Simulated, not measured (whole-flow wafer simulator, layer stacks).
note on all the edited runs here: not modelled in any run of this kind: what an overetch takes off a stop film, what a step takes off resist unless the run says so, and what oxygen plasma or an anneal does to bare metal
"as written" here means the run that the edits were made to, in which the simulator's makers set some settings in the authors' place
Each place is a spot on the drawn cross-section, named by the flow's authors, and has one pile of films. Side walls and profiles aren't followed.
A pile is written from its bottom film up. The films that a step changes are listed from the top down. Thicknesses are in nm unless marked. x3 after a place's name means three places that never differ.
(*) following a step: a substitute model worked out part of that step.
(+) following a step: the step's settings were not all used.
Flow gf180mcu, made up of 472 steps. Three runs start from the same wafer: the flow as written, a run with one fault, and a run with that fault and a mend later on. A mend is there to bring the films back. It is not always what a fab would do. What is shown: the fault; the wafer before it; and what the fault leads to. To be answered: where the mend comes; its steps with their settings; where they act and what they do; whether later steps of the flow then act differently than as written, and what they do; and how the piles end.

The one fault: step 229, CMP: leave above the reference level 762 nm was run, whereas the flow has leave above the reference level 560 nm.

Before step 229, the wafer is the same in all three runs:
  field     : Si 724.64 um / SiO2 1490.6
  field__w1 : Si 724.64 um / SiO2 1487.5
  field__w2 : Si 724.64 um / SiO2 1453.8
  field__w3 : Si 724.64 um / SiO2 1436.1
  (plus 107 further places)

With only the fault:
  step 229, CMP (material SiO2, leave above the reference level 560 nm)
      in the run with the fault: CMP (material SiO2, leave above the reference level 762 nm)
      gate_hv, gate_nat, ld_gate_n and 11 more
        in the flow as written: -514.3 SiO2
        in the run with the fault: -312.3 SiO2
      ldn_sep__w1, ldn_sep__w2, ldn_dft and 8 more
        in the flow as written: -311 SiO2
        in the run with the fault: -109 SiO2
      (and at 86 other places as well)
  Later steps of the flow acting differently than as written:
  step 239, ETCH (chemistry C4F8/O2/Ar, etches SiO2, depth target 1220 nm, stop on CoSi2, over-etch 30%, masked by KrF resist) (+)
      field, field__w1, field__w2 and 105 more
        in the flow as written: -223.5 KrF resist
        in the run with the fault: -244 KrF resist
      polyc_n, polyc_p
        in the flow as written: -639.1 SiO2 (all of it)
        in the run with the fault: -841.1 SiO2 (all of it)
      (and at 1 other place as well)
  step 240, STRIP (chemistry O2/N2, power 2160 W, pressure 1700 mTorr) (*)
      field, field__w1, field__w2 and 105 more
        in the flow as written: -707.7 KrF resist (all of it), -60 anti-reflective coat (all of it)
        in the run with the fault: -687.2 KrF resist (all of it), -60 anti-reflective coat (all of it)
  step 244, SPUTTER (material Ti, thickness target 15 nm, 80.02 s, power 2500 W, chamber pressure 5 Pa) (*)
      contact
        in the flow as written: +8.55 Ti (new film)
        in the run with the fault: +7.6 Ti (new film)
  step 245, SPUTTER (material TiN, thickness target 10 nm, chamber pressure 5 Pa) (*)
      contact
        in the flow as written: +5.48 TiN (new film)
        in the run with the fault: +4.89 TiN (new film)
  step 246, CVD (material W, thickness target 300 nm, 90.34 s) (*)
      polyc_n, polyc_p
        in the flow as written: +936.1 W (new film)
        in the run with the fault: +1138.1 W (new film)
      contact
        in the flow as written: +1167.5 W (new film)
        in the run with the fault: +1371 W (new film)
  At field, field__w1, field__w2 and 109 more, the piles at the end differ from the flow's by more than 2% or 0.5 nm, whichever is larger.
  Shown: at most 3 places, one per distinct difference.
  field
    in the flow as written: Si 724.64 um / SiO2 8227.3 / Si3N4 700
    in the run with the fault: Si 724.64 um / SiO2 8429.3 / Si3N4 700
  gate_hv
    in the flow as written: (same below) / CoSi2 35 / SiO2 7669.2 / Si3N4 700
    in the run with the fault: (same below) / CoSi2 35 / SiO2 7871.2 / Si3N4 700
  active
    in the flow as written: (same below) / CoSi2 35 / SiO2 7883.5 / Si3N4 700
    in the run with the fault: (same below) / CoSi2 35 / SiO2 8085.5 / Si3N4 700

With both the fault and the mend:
  After step 229 comes the mend.
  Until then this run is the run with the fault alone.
  step 229a, CMP (material SiO2, leave above the reference level 560 nm) (the flow's step 229, run once more)
      field, field__w1, field__w2 and 108 more
        -202 SiO2
  None of the later steps of the flow acts differently than as written at any place that is followed.
  At every place that both follow, the piles at the end match the flow's.
